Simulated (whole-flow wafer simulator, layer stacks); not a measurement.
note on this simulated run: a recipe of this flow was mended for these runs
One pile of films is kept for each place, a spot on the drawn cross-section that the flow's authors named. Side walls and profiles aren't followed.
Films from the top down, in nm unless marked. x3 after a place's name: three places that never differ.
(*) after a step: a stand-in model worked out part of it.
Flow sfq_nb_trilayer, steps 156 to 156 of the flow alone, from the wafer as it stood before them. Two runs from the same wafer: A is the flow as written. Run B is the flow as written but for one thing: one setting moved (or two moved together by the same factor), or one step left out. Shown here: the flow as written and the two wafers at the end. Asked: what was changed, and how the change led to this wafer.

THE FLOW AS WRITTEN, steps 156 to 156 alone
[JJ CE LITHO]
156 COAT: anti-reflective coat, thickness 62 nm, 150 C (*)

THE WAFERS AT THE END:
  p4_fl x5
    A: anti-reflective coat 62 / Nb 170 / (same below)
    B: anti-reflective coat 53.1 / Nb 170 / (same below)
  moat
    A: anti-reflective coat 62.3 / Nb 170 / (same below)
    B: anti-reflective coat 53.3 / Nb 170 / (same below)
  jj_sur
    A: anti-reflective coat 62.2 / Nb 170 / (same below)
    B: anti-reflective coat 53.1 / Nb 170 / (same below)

The cause: step 156, COAT: thickness 53.1 nm was run, where the flow has thickness 62 nm.
It can be read off the wafer: p4_fl x5 has anti-reflective coat 53.1, and step 156 as written asks for 62 nm.

How the change led to this, step by step:
  156 COAT: anti-reflective coat, thickness 62 nm, 150 C (*)
      p4_fl x5, p4_w1 x9, p3_s0 x42, wl_j_sl x15, wl_d_m1, l0r_line_l x3, m0r_space_l x2: A anti-reflective coat +62 (new film) | B anti-reflective coat +53.1 (new film)
      moat, field_r, lsp_l, ln_m5, lsp_m, ln_m6, lsp_r: A anti-reflective coat +62.3 (new film) | B anti-reflective coat +53.3 (new film)
      (and at 20 more places)
